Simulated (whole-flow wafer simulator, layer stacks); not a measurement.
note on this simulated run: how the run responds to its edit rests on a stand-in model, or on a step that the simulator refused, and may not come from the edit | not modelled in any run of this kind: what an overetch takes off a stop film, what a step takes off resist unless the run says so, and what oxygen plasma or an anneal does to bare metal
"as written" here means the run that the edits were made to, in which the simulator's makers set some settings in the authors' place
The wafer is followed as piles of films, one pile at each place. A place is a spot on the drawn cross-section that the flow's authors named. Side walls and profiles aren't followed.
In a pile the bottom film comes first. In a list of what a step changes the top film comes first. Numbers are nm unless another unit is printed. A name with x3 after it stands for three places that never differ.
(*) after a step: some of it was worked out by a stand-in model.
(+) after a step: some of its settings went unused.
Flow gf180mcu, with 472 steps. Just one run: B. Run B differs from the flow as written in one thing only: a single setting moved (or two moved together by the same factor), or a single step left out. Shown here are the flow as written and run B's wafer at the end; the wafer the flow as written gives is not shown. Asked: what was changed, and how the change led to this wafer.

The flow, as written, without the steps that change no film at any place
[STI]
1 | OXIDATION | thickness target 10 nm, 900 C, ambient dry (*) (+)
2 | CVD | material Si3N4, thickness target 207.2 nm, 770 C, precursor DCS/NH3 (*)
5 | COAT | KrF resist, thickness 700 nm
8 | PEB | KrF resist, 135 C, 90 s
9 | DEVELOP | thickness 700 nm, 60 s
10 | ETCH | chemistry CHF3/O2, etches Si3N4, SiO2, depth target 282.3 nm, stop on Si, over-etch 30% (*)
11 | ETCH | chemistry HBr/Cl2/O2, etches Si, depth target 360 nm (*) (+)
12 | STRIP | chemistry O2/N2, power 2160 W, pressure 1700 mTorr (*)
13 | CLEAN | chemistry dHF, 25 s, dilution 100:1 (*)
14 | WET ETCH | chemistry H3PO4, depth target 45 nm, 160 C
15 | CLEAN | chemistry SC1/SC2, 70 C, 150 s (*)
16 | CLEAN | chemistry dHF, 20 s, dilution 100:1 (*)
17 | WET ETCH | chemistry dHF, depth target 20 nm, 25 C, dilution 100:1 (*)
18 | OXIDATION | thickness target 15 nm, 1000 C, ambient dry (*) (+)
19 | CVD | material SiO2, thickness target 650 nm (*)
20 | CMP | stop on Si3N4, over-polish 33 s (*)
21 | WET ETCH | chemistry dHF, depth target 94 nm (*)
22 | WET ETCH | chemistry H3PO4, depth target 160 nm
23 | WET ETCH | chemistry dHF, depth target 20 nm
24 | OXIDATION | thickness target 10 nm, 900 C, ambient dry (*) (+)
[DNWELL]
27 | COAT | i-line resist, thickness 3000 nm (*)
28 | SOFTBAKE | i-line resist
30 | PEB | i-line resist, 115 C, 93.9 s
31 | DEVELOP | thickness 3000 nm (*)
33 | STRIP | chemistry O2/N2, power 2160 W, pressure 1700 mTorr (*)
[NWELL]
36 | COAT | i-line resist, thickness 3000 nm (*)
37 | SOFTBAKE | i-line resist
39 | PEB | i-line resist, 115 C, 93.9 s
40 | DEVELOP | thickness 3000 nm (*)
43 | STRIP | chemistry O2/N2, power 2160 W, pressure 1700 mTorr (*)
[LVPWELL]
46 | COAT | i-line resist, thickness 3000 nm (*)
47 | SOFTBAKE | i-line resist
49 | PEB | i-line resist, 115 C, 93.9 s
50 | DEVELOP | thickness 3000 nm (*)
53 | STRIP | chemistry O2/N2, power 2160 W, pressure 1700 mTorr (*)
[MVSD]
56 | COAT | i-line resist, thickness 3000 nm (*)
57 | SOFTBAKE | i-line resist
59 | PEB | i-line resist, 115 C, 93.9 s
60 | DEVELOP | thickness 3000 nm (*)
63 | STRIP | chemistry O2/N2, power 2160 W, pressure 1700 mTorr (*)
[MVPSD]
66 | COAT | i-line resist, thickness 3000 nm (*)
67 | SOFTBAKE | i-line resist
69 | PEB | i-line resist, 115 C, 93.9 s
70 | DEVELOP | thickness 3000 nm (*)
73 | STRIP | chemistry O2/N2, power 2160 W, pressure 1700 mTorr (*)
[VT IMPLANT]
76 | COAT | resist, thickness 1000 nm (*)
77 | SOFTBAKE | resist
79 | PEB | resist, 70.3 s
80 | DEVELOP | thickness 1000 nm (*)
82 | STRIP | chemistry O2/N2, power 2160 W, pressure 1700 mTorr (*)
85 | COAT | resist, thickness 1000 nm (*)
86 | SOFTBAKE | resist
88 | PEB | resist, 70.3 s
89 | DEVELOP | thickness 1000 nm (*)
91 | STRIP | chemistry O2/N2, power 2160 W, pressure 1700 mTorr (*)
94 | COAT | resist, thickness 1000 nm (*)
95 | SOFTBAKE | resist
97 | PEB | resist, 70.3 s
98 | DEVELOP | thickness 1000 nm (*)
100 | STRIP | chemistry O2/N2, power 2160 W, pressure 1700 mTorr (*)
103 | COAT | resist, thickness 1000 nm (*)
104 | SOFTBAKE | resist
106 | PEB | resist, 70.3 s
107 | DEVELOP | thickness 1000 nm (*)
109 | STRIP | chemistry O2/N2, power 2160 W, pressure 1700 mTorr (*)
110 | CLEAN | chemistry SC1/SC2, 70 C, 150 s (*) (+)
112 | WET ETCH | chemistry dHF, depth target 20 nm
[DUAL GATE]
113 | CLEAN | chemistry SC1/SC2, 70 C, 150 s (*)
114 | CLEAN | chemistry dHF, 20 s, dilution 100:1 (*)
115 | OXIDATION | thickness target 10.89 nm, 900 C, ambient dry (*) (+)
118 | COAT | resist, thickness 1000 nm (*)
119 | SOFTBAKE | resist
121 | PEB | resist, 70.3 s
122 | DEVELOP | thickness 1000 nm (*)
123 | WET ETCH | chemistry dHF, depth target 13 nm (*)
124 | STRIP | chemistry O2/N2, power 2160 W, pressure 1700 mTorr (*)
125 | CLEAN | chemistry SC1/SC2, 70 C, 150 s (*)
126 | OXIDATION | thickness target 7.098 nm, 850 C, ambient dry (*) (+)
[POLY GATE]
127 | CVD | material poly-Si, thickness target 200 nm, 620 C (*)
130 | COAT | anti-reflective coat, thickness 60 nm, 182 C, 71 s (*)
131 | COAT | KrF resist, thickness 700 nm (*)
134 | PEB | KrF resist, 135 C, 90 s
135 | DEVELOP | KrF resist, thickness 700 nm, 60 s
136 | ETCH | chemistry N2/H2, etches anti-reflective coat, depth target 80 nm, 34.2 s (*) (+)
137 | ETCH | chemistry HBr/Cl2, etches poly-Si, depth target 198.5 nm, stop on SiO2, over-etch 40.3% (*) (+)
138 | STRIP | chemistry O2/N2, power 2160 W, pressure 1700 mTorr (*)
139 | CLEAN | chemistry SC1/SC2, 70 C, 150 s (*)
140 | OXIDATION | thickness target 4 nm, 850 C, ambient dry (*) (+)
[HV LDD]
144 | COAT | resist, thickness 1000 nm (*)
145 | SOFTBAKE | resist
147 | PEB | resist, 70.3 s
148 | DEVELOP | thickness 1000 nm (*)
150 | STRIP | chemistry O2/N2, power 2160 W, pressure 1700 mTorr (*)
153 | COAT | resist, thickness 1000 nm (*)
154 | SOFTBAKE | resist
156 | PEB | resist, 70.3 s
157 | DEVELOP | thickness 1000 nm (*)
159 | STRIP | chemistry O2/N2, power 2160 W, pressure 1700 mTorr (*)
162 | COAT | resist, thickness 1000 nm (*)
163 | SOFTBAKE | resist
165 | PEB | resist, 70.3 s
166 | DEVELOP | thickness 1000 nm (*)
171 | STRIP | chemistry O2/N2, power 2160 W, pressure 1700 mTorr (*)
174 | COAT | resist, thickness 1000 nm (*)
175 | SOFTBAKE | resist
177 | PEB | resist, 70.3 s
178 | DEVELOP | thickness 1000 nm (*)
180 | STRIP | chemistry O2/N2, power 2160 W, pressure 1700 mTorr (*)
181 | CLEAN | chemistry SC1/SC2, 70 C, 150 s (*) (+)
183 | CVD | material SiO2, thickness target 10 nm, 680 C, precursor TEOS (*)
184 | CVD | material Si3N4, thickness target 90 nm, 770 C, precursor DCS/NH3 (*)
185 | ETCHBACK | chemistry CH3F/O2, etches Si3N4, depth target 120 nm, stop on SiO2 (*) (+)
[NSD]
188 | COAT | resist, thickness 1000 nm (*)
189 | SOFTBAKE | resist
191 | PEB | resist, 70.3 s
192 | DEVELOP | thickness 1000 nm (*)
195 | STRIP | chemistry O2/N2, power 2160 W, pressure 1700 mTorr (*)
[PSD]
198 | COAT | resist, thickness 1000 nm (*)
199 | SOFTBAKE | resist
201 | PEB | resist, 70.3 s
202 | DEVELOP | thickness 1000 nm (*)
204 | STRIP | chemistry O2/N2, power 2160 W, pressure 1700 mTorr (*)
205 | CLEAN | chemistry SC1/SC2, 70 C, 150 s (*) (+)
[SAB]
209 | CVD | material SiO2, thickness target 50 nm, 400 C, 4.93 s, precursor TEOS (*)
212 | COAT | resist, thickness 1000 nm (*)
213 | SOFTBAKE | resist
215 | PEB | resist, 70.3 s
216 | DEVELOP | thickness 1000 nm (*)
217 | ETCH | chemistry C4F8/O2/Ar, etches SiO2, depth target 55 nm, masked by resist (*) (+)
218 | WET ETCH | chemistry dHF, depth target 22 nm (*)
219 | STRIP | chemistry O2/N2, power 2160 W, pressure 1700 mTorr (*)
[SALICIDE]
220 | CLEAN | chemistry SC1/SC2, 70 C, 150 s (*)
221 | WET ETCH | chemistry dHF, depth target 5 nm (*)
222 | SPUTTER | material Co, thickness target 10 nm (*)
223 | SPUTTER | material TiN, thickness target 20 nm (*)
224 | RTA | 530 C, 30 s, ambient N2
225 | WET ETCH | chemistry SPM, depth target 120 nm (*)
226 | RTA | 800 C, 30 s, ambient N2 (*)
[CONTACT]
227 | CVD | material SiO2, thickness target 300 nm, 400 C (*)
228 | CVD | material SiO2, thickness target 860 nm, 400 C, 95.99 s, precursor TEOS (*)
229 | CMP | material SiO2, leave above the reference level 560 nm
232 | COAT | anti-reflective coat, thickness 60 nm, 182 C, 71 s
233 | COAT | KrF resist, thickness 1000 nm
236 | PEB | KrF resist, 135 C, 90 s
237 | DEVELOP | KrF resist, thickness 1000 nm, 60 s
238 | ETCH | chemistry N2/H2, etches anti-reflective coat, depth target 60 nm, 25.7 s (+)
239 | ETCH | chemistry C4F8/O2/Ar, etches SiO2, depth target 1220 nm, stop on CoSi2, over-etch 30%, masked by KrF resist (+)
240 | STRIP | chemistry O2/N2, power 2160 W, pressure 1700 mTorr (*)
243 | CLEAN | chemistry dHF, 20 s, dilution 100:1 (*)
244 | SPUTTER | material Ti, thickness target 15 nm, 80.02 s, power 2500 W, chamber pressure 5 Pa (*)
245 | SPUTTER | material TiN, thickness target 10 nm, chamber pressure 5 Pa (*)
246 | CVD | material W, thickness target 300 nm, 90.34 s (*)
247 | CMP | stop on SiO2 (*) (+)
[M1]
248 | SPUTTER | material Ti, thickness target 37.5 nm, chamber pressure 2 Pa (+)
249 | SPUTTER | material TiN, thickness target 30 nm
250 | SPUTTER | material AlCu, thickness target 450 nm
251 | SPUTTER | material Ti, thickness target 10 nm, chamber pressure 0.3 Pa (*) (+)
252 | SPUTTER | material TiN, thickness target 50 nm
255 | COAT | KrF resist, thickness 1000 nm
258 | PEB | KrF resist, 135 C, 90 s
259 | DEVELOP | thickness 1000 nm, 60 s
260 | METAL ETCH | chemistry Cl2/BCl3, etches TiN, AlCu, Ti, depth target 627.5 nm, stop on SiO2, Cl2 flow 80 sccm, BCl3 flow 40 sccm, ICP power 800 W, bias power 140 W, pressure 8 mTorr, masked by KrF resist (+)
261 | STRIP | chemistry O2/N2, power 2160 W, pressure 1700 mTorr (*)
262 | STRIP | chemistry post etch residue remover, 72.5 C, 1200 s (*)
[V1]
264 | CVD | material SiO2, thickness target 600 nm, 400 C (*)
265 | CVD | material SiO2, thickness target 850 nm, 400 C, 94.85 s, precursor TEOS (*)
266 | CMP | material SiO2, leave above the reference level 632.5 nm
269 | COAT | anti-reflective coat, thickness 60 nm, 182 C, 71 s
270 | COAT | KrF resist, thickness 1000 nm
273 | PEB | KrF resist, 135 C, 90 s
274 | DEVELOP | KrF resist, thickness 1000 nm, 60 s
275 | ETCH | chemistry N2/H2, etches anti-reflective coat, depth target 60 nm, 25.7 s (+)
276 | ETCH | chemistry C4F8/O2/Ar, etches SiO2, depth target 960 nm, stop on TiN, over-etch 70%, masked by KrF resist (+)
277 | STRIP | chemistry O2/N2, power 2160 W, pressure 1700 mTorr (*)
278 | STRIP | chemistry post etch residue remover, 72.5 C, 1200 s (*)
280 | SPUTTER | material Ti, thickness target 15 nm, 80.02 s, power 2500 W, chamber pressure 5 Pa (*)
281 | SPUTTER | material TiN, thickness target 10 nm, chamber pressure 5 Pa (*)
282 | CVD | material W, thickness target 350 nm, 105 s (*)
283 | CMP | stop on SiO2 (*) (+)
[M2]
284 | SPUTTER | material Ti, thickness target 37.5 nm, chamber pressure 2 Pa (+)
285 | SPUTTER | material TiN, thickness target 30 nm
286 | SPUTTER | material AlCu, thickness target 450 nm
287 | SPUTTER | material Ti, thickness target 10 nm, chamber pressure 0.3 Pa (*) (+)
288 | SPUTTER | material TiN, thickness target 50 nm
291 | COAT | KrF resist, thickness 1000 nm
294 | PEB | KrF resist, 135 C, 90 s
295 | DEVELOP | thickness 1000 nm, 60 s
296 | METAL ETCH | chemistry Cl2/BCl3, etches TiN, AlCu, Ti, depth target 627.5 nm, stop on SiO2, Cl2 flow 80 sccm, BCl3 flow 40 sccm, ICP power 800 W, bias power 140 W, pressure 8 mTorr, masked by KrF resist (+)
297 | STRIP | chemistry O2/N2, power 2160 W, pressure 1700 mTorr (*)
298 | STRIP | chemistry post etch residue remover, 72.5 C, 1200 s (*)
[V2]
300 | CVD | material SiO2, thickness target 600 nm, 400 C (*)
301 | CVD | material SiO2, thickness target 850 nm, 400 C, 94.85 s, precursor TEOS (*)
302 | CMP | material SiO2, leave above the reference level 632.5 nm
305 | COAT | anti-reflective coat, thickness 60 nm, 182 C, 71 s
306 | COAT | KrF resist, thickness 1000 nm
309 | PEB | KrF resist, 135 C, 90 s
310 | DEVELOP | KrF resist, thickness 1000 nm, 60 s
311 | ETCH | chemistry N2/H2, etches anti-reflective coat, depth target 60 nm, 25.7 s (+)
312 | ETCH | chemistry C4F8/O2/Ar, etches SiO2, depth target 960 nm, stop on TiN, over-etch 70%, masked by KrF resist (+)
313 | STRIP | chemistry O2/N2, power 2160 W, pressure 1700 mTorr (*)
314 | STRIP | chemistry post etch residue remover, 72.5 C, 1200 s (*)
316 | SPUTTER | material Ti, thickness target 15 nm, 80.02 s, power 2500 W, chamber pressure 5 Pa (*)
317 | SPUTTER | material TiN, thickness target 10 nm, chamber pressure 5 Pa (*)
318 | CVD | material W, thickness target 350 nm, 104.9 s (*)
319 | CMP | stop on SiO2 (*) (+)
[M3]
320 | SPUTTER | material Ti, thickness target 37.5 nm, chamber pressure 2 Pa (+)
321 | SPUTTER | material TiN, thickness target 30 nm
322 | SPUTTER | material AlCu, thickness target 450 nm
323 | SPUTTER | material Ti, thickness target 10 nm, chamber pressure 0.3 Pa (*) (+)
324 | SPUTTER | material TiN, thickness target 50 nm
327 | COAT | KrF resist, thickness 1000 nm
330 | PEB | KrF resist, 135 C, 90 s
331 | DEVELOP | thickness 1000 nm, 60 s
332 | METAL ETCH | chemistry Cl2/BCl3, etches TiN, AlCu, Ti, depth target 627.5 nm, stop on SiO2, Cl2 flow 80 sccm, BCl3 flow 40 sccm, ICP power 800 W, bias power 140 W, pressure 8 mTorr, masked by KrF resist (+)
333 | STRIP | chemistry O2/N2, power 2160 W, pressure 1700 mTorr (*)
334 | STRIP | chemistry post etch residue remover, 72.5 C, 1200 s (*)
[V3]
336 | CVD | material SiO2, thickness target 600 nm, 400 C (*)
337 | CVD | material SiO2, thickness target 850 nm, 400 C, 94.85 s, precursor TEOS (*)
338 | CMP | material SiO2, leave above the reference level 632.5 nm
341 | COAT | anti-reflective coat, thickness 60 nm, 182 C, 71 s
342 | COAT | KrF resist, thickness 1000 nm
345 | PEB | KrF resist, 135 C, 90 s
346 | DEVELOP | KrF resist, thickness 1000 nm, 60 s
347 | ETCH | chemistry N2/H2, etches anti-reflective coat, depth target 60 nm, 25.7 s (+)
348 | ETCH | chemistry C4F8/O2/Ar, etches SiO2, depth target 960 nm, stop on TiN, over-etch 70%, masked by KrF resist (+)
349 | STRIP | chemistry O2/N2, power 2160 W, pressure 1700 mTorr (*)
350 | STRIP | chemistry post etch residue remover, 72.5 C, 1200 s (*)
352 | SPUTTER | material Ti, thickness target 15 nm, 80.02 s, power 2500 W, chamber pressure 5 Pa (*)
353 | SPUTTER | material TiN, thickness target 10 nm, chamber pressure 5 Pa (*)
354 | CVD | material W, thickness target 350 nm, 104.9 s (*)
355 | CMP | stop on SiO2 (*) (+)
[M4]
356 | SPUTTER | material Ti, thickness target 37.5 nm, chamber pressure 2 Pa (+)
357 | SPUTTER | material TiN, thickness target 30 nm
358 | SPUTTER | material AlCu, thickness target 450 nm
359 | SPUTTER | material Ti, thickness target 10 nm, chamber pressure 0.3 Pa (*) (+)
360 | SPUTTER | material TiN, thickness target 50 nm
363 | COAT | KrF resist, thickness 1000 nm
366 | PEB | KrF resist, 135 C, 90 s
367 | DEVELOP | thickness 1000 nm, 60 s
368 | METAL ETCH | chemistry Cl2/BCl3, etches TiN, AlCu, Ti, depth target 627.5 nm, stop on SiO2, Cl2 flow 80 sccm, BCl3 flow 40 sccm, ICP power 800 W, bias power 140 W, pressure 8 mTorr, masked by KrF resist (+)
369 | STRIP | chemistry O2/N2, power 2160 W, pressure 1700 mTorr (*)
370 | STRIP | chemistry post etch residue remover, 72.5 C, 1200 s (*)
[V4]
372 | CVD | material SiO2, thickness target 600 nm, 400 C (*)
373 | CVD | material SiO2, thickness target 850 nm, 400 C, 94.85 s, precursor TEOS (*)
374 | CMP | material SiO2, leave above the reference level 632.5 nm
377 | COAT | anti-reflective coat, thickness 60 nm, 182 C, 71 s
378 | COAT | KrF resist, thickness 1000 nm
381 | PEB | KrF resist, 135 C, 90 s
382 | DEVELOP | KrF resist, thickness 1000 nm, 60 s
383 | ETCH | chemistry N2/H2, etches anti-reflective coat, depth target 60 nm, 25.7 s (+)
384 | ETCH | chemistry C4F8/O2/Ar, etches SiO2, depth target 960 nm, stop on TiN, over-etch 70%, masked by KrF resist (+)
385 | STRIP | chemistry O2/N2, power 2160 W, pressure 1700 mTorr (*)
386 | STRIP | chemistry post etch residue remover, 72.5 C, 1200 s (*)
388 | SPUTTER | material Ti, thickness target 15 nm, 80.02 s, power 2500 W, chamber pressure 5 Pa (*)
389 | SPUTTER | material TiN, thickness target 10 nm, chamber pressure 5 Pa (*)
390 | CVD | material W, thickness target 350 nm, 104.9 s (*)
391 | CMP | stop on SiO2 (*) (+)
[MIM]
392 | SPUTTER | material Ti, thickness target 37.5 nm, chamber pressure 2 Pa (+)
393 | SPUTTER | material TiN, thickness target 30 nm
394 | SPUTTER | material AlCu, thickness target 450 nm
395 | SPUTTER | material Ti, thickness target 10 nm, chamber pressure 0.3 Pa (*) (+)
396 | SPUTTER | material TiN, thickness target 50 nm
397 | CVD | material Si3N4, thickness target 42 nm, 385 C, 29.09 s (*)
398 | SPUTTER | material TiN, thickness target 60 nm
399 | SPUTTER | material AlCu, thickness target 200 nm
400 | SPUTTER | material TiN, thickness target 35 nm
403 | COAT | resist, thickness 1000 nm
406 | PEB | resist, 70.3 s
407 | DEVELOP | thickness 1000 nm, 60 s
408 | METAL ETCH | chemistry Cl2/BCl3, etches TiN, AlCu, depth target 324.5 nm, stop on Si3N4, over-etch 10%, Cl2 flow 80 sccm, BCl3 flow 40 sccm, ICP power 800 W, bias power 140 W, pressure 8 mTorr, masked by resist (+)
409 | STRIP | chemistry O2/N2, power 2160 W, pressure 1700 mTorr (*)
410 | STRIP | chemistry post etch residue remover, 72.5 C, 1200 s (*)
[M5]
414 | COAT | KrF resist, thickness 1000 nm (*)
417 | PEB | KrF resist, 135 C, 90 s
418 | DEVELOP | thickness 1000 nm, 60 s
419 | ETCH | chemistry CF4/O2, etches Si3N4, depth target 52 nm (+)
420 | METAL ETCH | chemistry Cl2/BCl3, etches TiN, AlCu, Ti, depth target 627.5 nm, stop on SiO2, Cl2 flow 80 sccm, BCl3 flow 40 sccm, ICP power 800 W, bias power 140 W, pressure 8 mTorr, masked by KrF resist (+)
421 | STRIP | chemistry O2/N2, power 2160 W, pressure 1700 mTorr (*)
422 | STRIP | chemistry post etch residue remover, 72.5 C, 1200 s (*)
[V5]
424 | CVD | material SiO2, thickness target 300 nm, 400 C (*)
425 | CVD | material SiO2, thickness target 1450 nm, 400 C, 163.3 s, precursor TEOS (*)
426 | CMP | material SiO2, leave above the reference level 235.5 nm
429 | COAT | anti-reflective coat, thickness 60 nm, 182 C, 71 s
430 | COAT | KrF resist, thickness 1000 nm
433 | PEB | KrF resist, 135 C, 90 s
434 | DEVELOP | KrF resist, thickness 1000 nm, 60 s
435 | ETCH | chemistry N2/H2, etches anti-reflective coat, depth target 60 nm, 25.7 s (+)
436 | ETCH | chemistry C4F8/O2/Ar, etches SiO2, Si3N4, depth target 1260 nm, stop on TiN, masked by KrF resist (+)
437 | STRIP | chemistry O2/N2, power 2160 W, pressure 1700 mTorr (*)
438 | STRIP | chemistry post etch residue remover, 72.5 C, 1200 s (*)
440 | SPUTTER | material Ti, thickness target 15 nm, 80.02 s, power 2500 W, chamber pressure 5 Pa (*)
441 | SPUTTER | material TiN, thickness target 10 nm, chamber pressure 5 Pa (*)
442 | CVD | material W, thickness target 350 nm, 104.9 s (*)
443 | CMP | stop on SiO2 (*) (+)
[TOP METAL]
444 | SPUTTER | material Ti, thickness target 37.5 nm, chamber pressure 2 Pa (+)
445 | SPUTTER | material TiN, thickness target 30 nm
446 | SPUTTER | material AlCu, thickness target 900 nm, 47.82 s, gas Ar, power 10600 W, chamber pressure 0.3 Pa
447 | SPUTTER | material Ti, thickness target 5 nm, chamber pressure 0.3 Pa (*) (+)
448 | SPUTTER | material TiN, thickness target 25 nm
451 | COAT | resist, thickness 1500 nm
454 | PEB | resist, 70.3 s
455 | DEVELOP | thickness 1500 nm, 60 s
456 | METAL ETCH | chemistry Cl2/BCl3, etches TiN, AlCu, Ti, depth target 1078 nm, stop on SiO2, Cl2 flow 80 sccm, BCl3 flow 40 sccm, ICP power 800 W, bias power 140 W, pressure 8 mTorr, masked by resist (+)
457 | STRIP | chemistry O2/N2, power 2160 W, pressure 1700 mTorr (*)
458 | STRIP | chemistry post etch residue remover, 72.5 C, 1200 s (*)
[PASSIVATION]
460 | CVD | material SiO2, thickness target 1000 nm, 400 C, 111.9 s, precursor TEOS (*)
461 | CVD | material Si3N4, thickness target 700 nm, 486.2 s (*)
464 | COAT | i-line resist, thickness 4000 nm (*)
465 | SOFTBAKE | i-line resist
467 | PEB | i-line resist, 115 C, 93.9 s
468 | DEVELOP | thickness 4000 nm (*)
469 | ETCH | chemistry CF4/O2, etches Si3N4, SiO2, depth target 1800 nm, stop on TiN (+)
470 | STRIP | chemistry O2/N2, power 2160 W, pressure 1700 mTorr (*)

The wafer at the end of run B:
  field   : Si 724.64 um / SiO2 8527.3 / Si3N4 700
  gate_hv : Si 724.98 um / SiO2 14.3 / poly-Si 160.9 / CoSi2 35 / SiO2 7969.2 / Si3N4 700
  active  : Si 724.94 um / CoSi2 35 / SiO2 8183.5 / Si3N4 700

Cause: step 374, CMP: leave above the reference level 932.9 nm was run, though the flow has leave above the reference level 632.5 nm.

The path from the change to this, step by step:
  374 | CMP | material SiO2, leave above the reference level 632.5 nm
      field, field__w1, field__w2 and 103 more: nothing (as written it would have been: SiO2 loses 300)
      field__w8, contact, m1, m1__w1, m1_nw: SiO2 loses 576.7 (as written it would have been: SiO2 loses 877.1)
  384 | ETCH | chemistry C4F8/O2/Ar, etches SiO2, depth target 960 nm, stop on TiN, over-etch 70%, masked by KrF resist (+)
      contact: SiO2 loses 872.9 (all of it) (as written it would have been: SiO2 loses 572.5 (all of it))
  388 | SPUTTER | material Ti, thickness target 15 nm, 80.02 s, power 2500 W, chamber pressure 5 Pa (*)
      contact: Ti gains 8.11 (new film) (as written it would have been: Ti gains 9.65 (new film))
  389 | SPUTTER | material TiN, thickness target 10 nm, chamber pressure 5 Pa (*)
      contact: TiN gains 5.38 (new film) (as written it would have been: TiN gains 6.4 (new film))
  390 | CVD | material W, thickness target 350 nm, 104.9 s (*)
      contact: W gains 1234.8 (new film) (as written it would have been: W gains 932.3 (new film))
